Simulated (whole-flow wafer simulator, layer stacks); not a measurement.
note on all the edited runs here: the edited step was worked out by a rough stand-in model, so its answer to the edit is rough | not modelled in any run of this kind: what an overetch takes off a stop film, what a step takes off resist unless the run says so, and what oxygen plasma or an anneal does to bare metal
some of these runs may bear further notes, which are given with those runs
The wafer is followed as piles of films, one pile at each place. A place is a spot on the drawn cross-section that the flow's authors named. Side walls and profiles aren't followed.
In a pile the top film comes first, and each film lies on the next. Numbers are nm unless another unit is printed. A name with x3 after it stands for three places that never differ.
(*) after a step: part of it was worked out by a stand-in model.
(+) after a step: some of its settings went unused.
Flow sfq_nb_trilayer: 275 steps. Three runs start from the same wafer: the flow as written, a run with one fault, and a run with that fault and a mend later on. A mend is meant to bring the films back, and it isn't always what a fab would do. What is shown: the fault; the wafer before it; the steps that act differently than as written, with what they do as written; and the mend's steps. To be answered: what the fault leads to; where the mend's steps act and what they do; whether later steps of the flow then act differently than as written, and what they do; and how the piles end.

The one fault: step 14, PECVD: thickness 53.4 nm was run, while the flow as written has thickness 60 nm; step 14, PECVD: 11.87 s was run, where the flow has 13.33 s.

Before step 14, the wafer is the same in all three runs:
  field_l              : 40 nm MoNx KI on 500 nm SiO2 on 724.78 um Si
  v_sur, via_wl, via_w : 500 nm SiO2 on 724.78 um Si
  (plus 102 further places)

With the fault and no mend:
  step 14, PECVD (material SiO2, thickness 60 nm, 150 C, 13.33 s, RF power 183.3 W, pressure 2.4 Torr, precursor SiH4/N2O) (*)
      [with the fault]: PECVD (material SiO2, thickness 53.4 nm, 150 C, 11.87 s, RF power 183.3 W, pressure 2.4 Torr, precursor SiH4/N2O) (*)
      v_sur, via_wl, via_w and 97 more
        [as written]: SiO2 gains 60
        [with the fault]: SiO2 gains 53.4
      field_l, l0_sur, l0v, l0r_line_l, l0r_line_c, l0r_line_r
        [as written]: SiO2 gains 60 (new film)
        [with the fault]: SiO2 gains 53.4 (new film)
  Steps further on in the flow that do not act as written (8 other steps are not shown; they differ only slightly, by no more than 2% or 0.5 nm, whichever is larger):
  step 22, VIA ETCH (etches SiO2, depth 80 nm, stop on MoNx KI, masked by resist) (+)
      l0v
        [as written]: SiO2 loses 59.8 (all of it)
        [with the fault]: SiO2 loses 53.2 (all of it)
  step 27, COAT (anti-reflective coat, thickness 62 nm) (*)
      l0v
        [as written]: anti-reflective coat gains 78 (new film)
        [with the fault]: anti-reflective coat gains 75.9 (new film)
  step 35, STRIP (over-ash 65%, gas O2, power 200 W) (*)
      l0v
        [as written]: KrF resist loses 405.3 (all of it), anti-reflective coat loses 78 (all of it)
        [with the fault]: KrF resist loses 401.2 (all of it), anti-reflective coat loses 75.9 (all of it)
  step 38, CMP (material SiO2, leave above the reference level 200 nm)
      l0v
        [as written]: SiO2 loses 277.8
        [with the fault]: SiO2 loses 285.5
  By the end, the piles at field_l, l0_sur, l0r_line_l, l0r_line_c, l0r_line_r depart from the flow's by more than 2% or 0.5 nm, whichever is larger.
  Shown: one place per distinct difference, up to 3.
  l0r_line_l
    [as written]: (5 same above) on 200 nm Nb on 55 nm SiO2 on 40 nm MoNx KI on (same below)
    [with the fault]: (5 same above) on 200 nm Nb on 48.4 nm SiO2 on 40 nm MoNx KI on (same below)
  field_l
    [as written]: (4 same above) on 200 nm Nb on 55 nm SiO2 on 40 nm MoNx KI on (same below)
    [with the fault]: (4 same above) on 200 nm Nb on 48.4 nm SiO2 on 40 nm MoNx KI on (same below)
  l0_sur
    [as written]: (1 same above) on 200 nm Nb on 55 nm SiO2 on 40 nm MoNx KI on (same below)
    [with the fault]: (1 same above) on 200 nm Nb on 48.4 nm SiO2 on 40 nm MoNx KI on (same below)

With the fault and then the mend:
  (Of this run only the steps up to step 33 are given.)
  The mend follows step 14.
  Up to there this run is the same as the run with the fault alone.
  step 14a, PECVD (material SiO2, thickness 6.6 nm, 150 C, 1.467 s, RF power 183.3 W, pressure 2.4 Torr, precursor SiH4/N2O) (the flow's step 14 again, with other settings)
      field_l, v_sur, via_wl and 103 more
        SiO2 gains 6.6
  Every later step of the flow up to step 33 that is run acts as written, at every place that is followed, to within 2% or 0.5 nm, whichever is larger.
  At every place that both follow, the piles after step 33 match the flow's.
